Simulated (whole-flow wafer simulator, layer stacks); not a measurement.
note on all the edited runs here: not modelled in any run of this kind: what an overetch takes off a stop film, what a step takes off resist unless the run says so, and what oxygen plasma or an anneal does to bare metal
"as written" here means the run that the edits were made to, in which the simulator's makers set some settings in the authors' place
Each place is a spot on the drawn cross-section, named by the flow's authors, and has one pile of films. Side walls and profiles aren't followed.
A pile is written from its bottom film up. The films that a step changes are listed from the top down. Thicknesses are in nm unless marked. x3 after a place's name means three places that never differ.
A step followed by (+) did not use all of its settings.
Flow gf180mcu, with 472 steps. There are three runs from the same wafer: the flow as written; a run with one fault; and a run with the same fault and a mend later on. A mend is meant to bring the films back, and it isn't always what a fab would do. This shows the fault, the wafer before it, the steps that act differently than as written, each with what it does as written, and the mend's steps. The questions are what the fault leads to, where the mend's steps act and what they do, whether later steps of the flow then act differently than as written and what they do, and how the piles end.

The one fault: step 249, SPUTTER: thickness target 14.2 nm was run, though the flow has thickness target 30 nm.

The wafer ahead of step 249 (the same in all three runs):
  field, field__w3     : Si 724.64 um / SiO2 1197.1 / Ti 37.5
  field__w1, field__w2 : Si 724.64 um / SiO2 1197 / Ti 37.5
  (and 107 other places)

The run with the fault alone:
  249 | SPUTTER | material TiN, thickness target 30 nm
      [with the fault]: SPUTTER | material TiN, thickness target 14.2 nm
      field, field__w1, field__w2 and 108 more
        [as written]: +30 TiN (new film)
        [with the fault]: +14.2 TiN (new film)
  Steps further on in the flow that do not act as written:
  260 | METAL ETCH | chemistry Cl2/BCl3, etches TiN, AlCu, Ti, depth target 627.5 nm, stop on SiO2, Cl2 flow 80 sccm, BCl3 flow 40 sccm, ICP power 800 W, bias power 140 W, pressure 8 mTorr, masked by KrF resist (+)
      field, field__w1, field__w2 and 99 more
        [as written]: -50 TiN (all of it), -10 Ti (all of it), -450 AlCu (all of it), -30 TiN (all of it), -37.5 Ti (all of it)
        [with the fault]: -50 TiN (all of it), -10 Ti (all of it), -450 AlCu (all of it), -14.2 TiN (all of it), -37.5 Ti (all of it)
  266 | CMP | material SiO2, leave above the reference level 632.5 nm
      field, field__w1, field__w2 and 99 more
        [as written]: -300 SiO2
        [with the fault]: -315.8 SiO2
  At field__w8, contact, m1 and 6 more, the piles at the end differ from the flow's by more than 2% or 0.5 nm, whichever is larger.
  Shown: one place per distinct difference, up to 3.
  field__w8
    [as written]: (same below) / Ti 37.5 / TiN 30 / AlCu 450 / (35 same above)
    [with the fault]: (same below) / Ti 37.5 / TiN 14.2 / AlCu 450 / (35 same above)
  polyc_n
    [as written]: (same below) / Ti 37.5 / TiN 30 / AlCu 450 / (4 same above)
    [with the fault]: (same below) / Ti 37.5 / TiN 14.2 / AlCu 450 / (4 same above)
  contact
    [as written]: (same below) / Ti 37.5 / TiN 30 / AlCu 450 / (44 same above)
    [with the fault]: (same below) / Ti 37.5 / TiN 14.2 / AlCu 450 / (44 same above)

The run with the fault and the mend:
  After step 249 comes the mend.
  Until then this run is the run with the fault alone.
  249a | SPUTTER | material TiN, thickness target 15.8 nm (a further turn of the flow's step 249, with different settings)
      field, field__w1, field__w2 and 108 more
        +15.8 TiN
  Later steps of the flow that are run all act as written at every place that is followed.
  The piles end the same as the flow's at every place that both follow.
